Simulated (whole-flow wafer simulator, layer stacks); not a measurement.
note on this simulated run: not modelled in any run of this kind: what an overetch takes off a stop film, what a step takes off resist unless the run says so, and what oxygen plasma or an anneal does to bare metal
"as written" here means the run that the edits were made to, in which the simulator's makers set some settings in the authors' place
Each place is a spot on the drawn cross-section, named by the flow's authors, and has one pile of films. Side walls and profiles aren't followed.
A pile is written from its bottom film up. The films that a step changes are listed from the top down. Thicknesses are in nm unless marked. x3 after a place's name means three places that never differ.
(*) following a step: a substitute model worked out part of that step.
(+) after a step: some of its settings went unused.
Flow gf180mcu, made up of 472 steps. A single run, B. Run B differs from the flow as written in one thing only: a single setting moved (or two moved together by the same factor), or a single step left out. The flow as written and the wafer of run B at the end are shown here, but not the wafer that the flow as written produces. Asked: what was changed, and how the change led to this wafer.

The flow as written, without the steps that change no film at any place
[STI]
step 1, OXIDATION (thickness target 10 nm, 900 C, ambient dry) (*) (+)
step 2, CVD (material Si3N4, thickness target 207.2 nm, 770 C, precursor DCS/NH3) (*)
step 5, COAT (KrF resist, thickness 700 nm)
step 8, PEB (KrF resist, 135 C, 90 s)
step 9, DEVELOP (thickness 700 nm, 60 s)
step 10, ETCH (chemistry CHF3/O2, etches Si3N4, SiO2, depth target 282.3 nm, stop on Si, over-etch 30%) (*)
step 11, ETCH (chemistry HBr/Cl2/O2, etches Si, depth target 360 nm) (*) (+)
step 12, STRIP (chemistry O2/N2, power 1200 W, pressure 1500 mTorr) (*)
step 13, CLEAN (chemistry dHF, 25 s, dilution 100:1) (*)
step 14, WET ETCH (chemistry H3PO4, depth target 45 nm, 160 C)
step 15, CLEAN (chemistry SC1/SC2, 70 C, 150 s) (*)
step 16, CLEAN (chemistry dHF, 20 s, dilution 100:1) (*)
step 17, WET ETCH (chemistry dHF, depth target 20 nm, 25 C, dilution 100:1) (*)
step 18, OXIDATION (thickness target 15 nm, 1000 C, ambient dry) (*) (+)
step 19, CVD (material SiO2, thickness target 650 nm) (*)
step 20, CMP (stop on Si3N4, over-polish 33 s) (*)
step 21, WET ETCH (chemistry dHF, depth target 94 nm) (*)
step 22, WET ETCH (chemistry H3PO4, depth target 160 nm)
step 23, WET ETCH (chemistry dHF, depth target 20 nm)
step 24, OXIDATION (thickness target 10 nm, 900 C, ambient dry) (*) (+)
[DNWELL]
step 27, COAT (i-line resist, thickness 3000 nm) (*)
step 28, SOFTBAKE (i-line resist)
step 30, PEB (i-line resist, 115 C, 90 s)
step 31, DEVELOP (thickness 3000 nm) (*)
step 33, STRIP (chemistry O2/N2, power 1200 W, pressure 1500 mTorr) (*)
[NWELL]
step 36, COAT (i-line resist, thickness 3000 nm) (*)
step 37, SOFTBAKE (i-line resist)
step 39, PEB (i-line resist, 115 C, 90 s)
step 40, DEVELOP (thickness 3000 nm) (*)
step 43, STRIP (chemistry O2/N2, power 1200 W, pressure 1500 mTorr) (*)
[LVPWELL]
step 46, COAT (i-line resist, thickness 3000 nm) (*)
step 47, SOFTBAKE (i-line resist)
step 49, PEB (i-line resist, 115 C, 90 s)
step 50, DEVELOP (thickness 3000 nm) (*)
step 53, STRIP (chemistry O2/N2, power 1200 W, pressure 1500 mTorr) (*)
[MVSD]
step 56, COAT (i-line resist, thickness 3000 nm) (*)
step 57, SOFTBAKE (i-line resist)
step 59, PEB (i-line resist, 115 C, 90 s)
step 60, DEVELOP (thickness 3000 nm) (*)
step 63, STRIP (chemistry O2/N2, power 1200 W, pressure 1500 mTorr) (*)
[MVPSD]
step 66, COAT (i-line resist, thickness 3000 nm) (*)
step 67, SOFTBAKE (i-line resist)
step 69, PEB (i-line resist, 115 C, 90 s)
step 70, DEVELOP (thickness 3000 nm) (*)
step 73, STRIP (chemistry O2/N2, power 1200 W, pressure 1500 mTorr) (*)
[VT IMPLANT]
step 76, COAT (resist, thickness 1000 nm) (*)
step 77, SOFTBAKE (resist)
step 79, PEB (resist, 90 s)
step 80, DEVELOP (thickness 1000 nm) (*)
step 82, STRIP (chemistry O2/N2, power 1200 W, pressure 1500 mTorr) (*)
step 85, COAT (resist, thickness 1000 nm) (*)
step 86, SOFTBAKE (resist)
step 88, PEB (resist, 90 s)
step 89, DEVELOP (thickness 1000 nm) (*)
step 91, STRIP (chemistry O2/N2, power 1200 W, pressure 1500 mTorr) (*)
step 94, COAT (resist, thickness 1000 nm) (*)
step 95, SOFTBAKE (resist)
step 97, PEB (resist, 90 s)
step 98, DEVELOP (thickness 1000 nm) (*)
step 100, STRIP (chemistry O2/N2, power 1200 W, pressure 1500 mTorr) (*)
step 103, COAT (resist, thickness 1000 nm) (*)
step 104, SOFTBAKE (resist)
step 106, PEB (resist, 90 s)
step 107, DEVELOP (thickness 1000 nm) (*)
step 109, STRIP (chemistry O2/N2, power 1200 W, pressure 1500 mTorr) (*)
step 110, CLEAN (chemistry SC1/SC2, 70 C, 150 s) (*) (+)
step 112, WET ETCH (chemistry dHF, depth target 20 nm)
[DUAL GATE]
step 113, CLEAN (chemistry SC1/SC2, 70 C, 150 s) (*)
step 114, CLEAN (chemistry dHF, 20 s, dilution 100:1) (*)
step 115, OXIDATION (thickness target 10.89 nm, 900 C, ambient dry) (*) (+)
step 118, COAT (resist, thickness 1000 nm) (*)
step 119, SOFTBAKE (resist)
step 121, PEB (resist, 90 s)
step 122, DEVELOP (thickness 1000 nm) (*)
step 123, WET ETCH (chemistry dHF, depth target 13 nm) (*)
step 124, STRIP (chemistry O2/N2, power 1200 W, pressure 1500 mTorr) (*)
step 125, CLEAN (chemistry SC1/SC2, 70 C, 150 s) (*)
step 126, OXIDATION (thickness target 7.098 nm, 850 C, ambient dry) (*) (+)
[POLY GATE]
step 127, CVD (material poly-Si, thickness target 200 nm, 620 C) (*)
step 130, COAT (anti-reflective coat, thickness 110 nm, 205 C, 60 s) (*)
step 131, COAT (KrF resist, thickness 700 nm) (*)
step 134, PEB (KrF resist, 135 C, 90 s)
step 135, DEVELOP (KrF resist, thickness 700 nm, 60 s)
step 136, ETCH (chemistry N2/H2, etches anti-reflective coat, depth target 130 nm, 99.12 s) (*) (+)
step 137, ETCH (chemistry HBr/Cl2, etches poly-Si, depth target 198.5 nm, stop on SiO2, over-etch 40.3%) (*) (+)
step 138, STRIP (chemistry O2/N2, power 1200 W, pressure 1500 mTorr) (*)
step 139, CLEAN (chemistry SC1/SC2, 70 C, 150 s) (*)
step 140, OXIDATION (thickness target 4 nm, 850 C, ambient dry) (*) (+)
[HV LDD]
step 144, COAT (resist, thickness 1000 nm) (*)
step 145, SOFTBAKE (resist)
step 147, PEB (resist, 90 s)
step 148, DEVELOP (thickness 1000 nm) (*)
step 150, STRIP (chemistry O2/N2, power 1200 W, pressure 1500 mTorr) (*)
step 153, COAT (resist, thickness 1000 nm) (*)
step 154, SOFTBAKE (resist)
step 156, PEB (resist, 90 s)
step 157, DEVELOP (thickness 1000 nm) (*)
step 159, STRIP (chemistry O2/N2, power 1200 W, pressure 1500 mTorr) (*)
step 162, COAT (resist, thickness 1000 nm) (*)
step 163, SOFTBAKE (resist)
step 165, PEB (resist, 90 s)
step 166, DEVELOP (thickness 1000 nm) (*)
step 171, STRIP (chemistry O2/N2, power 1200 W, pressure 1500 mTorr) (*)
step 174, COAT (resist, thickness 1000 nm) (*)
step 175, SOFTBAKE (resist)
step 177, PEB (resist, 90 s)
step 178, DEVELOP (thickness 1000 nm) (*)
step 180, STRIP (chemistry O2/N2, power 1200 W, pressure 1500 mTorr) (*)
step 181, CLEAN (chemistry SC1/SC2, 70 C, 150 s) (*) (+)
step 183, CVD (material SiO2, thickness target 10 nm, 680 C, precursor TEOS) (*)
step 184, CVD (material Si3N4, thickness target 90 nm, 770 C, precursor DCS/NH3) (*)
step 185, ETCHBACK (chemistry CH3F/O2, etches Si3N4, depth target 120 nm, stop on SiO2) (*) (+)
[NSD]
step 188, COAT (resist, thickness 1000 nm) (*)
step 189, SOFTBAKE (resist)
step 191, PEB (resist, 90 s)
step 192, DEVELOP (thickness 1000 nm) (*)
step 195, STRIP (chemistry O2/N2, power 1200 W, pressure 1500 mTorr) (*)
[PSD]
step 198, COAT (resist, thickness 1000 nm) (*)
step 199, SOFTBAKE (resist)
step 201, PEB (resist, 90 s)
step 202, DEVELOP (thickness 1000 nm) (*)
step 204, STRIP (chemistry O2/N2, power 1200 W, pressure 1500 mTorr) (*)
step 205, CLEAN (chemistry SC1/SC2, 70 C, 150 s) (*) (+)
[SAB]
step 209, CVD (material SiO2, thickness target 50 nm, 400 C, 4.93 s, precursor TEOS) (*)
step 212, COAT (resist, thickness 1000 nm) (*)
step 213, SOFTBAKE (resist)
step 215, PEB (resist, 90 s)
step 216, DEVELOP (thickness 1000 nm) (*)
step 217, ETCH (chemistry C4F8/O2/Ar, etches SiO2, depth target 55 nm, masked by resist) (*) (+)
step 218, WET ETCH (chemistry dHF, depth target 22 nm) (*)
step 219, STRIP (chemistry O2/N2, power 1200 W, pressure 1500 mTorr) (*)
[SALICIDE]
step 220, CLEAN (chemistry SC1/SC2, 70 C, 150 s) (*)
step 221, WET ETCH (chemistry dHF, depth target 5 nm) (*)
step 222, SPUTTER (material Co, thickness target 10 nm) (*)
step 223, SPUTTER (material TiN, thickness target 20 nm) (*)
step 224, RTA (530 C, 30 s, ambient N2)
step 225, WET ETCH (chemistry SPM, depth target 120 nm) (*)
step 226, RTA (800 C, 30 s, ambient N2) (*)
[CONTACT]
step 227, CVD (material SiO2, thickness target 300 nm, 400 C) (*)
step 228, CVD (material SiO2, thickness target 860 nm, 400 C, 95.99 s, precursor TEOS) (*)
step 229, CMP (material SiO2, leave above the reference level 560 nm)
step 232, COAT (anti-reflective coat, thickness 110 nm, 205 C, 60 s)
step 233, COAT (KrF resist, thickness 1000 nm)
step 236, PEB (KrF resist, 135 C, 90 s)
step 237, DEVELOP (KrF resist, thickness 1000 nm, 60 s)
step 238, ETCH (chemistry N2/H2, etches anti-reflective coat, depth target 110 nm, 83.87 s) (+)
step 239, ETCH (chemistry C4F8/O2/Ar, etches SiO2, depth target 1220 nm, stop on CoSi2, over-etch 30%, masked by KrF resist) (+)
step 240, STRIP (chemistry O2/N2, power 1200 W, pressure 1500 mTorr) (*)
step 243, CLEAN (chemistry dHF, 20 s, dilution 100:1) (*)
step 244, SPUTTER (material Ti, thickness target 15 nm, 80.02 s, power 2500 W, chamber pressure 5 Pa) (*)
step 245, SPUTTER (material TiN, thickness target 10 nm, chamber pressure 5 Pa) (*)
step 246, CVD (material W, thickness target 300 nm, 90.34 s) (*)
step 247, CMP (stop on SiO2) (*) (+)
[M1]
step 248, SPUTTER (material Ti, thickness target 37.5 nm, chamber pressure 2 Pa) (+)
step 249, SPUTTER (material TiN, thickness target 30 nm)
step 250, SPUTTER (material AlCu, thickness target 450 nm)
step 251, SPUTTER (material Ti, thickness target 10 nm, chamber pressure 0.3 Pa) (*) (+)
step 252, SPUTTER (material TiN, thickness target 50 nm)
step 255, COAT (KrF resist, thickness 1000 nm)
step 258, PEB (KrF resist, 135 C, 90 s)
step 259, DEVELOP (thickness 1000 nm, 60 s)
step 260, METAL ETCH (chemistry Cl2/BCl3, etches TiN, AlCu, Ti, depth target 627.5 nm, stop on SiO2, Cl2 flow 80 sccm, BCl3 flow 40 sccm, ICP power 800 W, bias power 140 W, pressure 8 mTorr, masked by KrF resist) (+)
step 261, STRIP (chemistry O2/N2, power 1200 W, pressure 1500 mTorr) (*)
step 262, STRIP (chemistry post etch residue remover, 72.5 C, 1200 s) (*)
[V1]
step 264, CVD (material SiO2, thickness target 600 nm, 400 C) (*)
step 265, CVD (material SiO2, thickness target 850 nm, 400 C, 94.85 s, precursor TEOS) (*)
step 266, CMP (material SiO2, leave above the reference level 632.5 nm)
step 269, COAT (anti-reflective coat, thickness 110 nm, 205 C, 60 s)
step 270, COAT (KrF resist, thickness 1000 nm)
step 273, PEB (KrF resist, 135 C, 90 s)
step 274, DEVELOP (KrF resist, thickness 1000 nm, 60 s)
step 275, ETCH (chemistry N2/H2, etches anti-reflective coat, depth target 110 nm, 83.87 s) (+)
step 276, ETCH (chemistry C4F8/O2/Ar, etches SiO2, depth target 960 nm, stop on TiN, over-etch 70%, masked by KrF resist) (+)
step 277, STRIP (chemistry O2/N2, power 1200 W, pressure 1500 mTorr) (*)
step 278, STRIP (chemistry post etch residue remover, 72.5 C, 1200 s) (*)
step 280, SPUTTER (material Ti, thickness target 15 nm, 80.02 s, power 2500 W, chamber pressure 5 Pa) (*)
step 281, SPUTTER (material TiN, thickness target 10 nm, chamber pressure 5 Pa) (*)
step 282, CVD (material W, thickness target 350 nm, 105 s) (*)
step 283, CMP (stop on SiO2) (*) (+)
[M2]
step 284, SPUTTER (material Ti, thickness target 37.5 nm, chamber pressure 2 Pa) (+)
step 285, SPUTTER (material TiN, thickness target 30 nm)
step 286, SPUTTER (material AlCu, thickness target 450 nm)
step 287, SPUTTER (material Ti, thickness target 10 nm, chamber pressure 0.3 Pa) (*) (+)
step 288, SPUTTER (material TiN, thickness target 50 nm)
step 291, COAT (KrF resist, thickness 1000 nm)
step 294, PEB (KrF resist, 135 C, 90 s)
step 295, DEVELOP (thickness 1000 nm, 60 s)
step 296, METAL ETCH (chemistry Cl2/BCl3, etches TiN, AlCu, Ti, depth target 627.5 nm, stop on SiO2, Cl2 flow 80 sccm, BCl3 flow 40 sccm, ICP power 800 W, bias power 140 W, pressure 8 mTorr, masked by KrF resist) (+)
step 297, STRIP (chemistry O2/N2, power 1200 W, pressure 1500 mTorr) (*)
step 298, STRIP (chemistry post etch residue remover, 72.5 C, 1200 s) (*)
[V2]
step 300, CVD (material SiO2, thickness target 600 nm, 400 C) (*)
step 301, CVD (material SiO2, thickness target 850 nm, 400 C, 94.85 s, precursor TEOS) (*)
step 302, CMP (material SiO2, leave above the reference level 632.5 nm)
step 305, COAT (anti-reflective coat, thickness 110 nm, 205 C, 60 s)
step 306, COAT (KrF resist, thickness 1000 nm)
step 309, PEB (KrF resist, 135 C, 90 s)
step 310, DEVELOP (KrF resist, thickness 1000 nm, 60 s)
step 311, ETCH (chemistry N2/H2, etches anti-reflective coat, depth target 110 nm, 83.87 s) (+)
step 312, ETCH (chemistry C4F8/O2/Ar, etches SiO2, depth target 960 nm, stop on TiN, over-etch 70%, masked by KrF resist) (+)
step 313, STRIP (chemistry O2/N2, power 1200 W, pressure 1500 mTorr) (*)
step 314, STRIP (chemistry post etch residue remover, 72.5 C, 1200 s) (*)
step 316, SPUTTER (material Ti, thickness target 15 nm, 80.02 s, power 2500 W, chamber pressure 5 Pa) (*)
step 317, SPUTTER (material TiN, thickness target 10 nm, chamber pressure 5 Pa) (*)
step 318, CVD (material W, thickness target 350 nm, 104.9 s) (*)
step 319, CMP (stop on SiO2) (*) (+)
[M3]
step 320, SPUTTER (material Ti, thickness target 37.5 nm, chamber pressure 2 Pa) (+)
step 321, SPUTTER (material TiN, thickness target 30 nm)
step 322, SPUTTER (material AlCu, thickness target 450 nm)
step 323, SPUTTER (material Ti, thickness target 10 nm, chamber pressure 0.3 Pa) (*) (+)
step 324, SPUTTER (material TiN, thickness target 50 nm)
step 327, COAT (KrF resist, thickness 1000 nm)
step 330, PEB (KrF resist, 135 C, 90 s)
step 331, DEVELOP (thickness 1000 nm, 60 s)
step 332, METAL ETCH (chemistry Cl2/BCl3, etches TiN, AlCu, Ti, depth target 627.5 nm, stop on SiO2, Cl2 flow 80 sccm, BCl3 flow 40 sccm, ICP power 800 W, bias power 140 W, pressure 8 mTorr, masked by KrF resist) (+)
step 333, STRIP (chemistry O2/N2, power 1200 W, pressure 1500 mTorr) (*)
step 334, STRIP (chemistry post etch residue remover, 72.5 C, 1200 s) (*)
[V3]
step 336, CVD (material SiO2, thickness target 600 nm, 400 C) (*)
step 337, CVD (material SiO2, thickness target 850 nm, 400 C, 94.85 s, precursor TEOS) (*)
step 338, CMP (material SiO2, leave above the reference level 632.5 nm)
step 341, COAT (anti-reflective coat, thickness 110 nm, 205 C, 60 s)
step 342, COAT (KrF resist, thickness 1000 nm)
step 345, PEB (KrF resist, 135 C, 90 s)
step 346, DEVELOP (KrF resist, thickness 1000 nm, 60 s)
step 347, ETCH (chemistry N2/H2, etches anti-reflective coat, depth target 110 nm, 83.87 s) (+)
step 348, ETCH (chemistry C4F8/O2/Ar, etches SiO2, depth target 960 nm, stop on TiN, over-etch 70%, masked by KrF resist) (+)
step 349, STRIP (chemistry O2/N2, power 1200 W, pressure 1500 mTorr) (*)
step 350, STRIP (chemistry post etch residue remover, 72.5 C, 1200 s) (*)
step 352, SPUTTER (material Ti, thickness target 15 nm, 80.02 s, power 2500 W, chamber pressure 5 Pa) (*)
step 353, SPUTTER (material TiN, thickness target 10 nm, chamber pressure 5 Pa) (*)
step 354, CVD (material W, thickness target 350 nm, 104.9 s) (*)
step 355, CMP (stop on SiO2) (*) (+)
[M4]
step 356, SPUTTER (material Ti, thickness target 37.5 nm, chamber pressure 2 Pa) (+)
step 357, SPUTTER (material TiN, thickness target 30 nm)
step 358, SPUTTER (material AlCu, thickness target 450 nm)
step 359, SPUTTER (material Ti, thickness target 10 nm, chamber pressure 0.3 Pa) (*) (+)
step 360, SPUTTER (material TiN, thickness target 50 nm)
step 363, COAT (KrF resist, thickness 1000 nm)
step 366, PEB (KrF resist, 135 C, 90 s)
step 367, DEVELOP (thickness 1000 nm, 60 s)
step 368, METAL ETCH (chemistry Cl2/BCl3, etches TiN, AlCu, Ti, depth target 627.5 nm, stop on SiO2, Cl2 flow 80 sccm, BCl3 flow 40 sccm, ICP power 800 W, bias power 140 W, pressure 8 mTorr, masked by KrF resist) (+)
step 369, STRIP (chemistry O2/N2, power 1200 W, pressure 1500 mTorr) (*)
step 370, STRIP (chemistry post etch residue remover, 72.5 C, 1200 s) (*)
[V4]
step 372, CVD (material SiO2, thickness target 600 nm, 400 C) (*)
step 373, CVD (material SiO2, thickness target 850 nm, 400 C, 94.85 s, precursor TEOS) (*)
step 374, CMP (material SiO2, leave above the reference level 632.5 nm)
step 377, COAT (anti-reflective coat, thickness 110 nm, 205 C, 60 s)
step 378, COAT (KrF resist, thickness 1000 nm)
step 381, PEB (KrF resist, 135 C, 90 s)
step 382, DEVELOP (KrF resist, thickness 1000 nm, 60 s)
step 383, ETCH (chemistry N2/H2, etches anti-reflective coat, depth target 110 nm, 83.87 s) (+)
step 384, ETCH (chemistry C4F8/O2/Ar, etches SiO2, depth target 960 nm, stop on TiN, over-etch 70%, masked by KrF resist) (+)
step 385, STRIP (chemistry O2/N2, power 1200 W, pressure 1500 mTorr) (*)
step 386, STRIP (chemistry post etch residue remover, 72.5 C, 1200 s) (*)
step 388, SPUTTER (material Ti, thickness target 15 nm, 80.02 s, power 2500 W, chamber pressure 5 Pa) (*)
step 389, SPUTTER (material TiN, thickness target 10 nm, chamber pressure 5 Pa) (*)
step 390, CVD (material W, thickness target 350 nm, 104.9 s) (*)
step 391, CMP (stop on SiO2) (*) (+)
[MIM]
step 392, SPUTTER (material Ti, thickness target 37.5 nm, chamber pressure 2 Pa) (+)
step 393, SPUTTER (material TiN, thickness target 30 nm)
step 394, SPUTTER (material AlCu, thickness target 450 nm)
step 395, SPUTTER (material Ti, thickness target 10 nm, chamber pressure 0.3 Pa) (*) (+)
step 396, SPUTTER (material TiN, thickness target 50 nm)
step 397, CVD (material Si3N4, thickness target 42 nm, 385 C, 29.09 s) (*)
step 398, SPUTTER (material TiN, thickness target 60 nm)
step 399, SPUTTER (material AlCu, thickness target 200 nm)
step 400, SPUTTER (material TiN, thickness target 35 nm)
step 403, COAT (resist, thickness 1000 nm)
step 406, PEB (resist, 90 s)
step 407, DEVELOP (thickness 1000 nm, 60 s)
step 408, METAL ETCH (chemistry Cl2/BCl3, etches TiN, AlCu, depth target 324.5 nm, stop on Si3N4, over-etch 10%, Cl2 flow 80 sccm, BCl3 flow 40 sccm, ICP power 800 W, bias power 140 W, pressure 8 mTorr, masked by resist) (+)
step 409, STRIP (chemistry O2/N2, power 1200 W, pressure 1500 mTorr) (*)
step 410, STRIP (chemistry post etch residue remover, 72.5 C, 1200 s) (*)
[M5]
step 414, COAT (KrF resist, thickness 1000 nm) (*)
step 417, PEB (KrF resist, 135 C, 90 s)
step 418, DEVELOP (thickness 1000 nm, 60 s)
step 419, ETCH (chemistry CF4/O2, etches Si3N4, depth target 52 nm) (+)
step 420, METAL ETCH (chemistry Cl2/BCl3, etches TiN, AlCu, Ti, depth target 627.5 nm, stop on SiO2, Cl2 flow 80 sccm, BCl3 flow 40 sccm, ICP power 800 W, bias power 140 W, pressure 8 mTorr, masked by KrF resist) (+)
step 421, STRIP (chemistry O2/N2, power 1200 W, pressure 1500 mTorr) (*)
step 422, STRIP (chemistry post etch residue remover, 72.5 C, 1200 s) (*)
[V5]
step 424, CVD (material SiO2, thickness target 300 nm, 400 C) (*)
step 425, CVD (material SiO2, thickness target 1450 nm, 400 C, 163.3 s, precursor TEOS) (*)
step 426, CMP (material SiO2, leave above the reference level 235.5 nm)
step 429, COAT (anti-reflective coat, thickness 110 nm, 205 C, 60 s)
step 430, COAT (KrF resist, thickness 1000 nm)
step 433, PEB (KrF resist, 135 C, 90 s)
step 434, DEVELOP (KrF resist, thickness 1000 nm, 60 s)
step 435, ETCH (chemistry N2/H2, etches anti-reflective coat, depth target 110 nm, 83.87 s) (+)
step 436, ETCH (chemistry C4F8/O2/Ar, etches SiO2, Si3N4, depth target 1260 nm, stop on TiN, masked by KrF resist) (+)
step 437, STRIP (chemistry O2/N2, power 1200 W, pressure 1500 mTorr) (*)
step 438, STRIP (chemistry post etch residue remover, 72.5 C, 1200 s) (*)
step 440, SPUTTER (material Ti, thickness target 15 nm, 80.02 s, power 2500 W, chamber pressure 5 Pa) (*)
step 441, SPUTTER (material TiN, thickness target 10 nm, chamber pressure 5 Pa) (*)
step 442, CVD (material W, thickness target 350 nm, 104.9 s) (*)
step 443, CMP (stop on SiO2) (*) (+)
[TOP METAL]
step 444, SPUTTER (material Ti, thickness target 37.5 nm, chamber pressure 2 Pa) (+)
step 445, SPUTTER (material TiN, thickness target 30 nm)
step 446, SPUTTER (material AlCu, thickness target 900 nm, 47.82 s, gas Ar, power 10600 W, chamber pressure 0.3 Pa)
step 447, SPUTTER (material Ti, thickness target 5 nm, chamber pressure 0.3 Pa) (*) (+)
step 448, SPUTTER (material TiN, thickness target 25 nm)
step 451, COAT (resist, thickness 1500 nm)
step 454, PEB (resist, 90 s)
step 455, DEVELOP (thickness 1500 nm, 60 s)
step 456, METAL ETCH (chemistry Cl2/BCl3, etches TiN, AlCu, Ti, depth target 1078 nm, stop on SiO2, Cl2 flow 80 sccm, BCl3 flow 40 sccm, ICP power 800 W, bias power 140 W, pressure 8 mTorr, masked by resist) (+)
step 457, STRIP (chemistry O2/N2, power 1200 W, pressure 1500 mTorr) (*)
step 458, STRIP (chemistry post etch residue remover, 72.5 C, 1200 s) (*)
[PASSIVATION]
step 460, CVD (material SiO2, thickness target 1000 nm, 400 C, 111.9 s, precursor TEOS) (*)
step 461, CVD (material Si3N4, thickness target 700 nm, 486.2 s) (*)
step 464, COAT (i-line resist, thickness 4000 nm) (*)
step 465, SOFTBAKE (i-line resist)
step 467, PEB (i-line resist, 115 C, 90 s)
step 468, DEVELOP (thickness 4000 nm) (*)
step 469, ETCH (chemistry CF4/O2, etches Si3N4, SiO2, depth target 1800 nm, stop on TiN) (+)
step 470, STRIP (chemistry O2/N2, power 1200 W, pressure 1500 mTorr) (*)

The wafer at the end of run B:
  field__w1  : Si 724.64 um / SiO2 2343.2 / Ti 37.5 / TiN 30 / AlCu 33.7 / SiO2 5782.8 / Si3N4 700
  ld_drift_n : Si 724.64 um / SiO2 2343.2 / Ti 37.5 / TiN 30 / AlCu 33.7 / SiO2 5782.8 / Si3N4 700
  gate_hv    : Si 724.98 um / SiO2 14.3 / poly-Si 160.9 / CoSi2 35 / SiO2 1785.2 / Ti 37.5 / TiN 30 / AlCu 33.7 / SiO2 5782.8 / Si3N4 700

What caused this: step 296, METAL ETCH: depth target 470.6 nm was run, while the flow as written has depth target 627.5 nm.

How this came from the change, step by step:
  step 296, METAL ETCH (chemistry Cl2/BCl3, etches TiN, AlCu, Ti, depth target 627.5 nm, stop on SiO2, Cl2 flow 80 sccm, BCl3 flow 40 sccm, ICP power 800 W, bias power 140 W, pressure 8 mTorr, masked by KrF resist) (+)
      field, field__w1, field__w2 and 103 more: TiN loses 50 (all of it), Ti loses 10 (all of it), AlCu loses 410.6 (it would be, as written: TiN loses 50 (all of it), Ti loses 10 (all of it), AlCu loses 450 (all of it), TiN loses 30 (all of it), Ti loses 37.5 (all of it))
      field__w8, contact, m1, m1__w1, m1_nw: KrF resist loses 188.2 (it would be, as written: KrF resist loses 251)
  step 297, STRIP (chemistry O2/N2, power 1200 W, pressure 1500 mTorr) (*)
      field__w8, contact, m1, m1__w1, m1_nw: KrF resist loses 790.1 (all of it) (it would be, as written: KrF resist loses 727.4 (all of it))
  step 298, STRIP (chemistry post etch residue remover, 72.5 C, 1200 s) (*)
      field, field__w1, field__w2 and 103 more: AlCu loses 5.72 (it would be, as written: nothing)
  step 300, CVD (material SiO2, thickness target 600 nm, 400 C) (*)
      field, field__w1, field__w2 and 103 more: SiO2 gains 600 (new film) (it would be, as written: SiO2 gains 600)
  step 302, CMP (material SiO2, leave above the reference level 632.5 nm)
      field, field__w1, field__w2 and 103 more: SiO2 loses 401.2 (it would be, as written: SiO2 loses 300)
Taking metal films that touch as one body, field__w1 has 1 body; the flow as written gives 0 bodies.
Taking metal films that touch as one body, ld_drift_n has 1 body; the flow as written gives 0 bodies.
Taking metal films that touch as one body, gate_hv has 2 bodies (between them, from the top down: SiO2 1785.2); the flow as written gives 1 body.
